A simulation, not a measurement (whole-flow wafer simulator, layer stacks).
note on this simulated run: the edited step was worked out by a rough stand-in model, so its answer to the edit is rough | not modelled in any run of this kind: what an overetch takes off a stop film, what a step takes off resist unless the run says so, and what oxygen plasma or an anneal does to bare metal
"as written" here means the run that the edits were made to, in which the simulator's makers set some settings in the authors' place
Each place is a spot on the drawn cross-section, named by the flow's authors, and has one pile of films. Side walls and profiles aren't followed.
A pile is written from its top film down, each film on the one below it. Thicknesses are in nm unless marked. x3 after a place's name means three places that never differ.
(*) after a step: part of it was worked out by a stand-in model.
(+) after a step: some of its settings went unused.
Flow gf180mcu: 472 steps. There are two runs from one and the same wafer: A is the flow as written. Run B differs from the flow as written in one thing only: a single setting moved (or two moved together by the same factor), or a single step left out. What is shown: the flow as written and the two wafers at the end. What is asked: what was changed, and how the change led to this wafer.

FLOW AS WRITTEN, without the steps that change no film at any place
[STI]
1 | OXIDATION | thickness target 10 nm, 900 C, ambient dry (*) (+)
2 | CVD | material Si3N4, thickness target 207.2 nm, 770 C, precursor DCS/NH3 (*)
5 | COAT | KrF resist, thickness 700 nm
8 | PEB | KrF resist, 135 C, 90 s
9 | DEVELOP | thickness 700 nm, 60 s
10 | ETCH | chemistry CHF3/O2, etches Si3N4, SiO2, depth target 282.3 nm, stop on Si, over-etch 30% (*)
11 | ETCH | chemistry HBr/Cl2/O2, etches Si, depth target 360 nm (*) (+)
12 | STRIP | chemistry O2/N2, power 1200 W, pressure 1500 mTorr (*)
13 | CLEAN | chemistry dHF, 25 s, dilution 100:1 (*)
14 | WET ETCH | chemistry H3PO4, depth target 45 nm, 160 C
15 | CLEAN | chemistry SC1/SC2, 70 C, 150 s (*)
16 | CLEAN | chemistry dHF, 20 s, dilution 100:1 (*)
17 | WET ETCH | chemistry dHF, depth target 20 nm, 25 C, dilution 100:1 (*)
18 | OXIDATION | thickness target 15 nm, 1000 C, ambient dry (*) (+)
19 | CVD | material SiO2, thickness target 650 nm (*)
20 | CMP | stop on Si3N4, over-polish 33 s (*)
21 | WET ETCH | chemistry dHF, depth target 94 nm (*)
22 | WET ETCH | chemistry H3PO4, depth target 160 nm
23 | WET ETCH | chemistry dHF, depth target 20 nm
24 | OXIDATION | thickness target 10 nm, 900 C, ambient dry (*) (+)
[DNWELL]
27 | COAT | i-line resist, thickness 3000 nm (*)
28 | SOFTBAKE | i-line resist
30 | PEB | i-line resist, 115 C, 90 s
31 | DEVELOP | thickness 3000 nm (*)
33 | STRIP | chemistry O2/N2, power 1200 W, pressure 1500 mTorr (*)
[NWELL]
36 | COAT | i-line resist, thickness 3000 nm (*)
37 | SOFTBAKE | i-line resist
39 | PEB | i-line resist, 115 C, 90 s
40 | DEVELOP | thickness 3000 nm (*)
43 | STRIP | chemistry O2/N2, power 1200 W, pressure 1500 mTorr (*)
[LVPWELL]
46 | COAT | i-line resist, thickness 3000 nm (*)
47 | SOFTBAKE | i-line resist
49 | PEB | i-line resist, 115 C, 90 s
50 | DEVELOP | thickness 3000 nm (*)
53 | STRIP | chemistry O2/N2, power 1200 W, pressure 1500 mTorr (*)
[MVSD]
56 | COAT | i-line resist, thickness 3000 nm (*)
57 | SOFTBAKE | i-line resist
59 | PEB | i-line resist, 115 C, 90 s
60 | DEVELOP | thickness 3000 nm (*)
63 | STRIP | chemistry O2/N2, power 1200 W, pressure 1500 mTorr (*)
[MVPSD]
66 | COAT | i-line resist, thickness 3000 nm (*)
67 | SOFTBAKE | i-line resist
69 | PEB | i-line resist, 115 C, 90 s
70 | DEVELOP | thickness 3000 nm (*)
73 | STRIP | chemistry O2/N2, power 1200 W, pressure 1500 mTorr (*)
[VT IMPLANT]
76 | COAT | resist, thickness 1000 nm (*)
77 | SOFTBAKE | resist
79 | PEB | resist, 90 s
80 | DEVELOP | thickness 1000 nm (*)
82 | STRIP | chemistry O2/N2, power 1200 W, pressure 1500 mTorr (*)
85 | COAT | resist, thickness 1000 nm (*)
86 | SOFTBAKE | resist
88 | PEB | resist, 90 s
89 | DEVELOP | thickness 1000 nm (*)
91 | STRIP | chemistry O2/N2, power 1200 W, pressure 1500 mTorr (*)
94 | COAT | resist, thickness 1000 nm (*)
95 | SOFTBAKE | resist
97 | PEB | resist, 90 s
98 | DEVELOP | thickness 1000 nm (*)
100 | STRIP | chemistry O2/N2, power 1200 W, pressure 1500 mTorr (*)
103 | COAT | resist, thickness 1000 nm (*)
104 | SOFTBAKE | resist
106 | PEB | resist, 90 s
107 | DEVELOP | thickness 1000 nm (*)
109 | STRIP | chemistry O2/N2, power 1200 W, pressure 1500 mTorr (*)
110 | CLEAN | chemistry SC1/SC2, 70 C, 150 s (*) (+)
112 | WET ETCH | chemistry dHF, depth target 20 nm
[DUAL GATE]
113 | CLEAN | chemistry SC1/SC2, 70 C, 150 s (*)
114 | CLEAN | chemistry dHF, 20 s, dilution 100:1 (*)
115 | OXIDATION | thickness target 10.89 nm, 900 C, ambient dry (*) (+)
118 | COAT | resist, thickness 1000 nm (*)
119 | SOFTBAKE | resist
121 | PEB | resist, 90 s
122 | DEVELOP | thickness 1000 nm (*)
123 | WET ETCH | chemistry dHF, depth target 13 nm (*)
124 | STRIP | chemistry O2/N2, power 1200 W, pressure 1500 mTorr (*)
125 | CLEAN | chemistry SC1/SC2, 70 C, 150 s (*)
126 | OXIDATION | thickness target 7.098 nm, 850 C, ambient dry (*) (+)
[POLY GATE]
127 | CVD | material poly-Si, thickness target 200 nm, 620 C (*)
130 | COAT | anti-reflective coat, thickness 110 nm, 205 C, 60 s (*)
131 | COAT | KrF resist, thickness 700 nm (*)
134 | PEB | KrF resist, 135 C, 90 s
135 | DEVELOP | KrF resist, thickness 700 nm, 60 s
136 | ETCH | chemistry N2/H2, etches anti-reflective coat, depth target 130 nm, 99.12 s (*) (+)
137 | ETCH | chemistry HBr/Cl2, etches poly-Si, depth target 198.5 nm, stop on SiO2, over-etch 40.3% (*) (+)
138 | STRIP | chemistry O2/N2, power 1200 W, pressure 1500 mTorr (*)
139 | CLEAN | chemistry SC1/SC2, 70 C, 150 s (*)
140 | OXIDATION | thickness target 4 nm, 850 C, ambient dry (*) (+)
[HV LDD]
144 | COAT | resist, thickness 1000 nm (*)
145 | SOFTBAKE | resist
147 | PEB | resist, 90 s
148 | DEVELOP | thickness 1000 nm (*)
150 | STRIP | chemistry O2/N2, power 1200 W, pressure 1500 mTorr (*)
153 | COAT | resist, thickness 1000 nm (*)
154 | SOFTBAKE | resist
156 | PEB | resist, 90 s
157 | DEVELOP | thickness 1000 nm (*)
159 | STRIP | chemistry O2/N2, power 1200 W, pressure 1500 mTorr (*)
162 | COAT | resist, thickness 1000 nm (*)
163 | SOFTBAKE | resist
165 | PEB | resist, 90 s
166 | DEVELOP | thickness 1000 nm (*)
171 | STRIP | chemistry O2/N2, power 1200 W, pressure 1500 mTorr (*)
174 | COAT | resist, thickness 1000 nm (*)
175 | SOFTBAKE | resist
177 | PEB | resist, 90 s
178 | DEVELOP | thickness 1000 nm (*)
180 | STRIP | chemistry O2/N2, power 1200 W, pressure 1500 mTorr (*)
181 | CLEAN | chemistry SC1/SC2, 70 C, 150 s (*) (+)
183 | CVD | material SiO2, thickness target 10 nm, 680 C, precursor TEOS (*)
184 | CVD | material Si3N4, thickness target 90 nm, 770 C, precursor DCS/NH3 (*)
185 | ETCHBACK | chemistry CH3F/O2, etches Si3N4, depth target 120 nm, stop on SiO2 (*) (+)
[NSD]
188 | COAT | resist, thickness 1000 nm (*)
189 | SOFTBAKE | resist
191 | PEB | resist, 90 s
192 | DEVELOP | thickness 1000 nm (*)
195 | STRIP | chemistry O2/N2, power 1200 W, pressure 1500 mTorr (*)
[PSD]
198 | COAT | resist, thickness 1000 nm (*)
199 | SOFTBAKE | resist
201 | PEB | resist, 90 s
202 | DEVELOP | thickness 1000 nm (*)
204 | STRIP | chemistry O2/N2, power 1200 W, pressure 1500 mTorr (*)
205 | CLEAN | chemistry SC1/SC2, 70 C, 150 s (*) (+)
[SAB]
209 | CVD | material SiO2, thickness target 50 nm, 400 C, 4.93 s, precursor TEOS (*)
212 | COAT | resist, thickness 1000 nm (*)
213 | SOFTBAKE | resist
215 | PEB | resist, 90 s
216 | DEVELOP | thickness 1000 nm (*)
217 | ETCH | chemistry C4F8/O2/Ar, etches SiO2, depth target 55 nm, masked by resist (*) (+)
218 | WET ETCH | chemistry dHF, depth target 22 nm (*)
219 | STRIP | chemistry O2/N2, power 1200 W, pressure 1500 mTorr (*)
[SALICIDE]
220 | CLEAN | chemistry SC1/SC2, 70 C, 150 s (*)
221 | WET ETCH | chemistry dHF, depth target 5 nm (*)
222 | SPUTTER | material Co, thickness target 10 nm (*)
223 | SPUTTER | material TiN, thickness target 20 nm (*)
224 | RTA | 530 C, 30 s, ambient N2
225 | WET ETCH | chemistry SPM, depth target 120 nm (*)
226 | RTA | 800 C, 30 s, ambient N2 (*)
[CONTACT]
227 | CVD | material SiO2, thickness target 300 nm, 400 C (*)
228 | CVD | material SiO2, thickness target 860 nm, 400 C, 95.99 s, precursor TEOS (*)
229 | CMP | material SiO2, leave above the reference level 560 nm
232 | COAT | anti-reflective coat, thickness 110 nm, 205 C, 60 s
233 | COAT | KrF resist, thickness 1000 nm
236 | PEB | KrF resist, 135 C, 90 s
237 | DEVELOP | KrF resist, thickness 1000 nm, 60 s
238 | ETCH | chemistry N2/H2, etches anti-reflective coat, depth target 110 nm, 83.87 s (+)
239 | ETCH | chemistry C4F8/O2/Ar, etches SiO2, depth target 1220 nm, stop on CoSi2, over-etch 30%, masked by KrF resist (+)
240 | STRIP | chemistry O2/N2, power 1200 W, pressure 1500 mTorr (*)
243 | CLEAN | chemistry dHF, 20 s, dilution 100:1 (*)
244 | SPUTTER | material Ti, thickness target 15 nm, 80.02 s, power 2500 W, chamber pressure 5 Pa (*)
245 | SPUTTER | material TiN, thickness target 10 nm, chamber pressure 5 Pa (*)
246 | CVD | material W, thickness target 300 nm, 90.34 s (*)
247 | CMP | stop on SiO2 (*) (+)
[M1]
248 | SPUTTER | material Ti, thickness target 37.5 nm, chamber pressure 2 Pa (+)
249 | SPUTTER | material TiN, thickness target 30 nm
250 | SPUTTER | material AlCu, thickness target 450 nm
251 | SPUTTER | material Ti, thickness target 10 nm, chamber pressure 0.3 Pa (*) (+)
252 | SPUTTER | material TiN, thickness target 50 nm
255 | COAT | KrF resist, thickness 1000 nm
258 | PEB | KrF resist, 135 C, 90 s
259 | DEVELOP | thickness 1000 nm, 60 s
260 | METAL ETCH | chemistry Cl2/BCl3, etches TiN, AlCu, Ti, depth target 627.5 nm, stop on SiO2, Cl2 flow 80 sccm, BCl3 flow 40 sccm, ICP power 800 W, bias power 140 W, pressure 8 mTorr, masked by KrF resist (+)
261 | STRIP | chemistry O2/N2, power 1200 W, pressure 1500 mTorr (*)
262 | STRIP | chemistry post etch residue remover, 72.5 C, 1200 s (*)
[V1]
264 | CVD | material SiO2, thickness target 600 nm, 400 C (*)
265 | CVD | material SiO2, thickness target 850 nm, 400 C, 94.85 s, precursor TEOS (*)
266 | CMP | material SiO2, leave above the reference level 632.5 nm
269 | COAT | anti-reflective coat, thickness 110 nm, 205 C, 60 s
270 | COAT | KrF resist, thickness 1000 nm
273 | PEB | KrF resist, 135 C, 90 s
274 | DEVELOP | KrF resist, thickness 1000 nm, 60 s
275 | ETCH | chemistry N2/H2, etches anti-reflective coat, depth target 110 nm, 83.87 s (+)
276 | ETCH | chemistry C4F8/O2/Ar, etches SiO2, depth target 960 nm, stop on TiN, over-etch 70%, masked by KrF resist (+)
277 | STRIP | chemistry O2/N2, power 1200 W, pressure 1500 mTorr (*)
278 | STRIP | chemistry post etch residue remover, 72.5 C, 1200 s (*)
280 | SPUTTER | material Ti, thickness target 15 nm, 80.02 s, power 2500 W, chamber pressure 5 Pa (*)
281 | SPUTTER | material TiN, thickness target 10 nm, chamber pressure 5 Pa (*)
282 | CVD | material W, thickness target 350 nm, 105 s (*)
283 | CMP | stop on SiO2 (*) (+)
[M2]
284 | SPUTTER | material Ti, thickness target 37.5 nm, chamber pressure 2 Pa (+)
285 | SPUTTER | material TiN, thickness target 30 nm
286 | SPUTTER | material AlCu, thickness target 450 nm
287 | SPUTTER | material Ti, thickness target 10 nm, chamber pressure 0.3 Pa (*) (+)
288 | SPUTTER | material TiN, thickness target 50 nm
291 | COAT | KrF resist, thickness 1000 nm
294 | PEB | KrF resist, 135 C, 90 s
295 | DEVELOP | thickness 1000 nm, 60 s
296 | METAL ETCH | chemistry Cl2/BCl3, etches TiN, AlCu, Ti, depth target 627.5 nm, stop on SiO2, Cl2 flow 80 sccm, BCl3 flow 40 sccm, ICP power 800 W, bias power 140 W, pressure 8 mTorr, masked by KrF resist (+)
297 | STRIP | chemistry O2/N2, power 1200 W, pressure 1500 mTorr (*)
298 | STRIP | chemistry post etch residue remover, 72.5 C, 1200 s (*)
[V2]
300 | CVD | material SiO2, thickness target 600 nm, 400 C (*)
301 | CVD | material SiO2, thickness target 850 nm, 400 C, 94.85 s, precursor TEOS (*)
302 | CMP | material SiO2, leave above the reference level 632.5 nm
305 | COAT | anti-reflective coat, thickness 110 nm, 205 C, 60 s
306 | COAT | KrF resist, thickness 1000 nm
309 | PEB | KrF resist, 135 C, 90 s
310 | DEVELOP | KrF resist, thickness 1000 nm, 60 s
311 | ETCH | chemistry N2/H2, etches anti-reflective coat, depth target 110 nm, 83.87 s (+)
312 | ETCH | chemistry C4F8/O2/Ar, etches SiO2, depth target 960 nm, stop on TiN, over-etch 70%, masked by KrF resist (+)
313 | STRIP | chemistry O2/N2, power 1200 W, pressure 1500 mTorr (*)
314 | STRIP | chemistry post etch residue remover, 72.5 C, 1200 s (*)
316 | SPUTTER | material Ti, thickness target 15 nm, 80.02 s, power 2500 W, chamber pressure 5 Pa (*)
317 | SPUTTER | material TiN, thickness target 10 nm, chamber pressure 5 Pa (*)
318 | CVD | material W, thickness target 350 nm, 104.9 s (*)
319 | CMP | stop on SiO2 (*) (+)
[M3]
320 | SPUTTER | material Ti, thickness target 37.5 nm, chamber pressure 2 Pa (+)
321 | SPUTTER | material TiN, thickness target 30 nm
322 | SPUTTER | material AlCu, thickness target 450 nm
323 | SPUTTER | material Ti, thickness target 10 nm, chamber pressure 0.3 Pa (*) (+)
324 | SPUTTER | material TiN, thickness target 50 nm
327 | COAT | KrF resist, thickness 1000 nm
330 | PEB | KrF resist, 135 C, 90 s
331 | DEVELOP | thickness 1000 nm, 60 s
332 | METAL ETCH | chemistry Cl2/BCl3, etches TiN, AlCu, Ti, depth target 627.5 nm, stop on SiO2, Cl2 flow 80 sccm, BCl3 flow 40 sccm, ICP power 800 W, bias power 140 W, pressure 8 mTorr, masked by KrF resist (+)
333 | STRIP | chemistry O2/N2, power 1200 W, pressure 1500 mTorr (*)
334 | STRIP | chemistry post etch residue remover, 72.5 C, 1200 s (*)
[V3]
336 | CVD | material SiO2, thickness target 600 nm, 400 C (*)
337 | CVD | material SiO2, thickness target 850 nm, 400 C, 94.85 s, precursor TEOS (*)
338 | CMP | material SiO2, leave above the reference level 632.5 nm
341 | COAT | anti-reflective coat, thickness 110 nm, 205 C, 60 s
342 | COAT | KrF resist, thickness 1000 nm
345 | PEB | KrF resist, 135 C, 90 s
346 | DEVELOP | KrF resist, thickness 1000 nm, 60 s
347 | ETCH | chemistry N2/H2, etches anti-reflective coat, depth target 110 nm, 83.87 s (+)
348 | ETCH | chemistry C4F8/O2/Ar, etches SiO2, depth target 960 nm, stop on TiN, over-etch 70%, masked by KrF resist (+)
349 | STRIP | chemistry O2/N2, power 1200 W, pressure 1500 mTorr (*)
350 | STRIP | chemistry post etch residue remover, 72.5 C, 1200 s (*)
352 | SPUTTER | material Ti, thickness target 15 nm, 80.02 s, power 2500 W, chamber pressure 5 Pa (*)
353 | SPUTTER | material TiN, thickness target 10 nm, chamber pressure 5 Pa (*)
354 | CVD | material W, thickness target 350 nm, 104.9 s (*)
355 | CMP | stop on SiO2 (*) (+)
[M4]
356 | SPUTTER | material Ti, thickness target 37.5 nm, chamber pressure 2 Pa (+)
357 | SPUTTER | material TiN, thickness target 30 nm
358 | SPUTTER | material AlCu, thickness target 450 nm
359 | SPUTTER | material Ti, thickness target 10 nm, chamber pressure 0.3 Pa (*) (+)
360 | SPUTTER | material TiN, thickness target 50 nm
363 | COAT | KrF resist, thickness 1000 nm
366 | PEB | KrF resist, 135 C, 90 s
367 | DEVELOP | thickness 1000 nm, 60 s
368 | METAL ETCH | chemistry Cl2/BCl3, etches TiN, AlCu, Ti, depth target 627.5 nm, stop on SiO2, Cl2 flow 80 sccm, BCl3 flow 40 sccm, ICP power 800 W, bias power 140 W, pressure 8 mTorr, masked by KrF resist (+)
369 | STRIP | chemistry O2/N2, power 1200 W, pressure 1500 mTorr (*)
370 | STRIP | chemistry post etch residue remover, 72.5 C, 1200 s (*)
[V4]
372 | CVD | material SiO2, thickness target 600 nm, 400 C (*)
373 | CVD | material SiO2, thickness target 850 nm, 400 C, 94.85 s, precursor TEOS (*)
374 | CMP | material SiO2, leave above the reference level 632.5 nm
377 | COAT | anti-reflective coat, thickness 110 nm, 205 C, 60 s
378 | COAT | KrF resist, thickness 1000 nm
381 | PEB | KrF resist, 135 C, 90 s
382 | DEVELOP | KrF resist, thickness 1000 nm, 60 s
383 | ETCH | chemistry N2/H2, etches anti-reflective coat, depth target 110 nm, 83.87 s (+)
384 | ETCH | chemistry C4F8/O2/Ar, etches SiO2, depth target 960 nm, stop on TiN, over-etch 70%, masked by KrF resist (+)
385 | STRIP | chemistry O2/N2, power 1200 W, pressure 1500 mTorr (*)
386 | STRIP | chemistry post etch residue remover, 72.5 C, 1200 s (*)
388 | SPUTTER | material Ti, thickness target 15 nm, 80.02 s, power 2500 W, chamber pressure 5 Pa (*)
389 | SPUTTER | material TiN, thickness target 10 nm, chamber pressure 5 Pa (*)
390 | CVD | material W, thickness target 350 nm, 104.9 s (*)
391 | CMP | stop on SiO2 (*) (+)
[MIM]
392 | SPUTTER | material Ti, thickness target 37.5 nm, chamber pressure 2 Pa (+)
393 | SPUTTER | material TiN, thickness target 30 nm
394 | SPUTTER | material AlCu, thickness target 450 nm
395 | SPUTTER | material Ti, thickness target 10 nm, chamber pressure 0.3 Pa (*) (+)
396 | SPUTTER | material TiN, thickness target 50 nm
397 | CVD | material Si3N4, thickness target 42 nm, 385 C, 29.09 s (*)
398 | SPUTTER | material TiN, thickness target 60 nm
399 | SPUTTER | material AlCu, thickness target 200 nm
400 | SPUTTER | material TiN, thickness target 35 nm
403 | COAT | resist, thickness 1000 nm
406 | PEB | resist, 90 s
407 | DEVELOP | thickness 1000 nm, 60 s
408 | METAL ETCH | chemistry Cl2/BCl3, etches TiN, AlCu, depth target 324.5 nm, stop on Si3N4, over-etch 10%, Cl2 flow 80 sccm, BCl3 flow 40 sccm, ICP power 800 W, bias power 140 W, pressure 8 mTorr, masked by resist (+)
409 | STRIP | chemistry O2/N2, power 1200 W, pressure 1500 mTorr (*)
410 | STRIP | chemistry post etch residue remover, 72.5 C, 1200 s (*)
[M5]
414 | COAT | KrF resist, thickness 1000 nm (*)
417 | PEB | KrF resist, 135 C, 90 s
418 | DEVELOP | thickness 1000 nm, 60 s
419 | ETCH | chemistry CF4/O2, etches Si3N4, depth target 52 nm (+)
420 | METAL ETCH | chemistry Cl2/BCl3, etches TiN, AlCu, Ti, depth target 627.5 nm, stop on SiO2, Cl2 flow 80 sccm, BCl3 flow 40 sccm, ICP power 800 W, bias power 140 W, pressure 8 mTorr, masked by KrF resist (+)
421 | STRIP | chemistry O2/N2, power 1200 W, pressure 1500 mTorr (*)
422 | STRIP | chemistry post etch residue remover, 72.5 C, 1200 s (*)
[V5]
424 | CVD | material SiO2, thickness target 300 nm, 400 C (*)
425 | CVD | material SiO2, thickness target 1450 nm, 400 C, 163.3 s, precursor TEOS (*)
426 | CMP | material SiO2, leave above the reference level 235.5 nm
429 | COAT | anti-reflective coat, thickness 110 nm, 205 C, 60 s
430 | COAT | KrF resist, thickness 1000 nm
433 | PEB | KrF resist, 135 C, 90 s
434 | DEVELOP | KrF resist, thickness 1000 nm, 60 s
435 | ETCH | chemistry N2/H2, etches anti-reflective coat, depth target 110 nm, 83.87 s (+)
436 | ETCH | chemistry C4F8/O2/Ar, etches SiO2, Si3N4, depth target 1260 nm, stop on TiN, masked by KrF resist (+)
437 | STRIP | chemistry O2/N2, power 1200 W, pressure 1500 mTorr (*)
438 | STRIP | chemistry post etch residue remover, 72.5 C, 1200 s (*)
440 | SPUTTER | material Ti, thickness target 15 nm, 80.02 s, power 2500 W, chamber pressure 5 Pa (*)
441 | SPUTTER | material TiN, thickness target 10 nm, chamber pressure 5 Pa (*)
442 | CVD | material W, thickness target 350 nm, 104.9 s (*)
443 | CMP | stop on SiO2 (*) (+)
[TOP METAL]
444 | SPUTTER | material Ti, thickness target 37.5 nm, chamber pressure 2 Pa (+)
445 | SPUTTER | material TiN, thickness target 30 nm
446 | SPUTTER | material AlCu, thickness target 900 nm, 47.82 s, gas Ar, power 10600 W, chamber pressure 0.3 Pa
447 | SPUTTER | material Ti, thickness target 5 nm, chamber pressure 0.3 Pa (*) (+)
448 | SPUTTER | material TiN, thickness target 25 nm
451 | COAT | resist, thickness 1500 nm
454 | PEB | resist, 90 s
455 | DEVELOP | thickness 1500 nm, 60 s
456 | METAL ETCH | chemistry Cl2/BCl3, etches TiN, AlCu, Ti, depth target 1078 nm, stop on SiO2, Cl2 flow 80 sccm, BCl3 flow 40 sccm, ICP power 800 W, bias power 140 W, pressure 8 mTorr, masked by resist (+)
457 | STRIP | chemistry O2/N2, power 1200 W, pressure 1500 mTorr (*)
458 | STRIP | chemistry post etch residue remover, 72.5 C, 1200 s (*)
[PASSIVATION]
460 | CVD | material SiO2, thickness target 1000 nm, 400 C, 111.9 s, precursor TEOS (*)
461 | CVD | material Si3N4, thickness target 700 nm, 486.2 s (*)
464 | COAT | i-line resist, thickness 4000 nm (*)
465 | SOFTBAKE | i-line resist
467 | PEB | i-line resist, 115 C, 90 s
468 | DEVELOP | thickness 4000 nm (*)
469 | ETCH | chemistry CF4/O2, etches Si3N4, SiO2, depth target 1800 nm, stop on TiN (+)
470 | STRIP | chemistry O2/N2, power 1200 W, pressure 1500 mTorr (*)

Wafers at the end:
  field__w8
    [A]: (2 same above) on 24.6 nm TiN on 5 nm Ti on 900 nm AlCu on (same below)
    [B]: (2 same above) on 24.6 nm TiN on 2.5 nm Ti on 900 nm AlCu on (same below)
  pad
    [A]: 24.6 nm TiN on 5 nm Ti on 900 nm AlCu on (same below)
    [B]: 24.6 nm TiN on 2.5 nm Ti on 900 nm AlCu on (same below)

Cause: step 447, SPUTTER: thickness target 2.5 nm was run, while the flow as written has thickness target 5 nm.
The wafer lets one read it off: field__w8 has Ti 2.5, and step 447 as written asks for 5 nm.

Step by step, how the change led to this:
  447 | SPUTTER | material Ti, thickness target 5 nm, chamber pressure 0.3 Pa (*) (+)
      field, field__w1, field__w2 and 109 more: A Ti gains 5 (new film) | B Ti gains 2.5 (new film)
  456 | METAL ETCH | chemistry Cl2/BCl3, etches TiN, AlCu, Ti, depth target 1078 nm, stop on SiO2, Cl2 flow 80 sccm, BCl3 flow 40 sccm, ICP power 800 W, bias power 140 W, pressure 8 mTorr, masked by resist (+)
      field, field__w1, field__w2 and 103 more: A TiN loses 25 (all of it), Ti loses 5 (all of it), AlCu loses 900 (all of it), TiN loses 30 (all of it), Ti loses 37.5 (all of it) | B TiN loses 25 (all of it), Ti loses 2.5 (all of it), AlCu loses 900 (all of it), TiN loses 30 (all of it), Ti loses 37.5 (all of it)
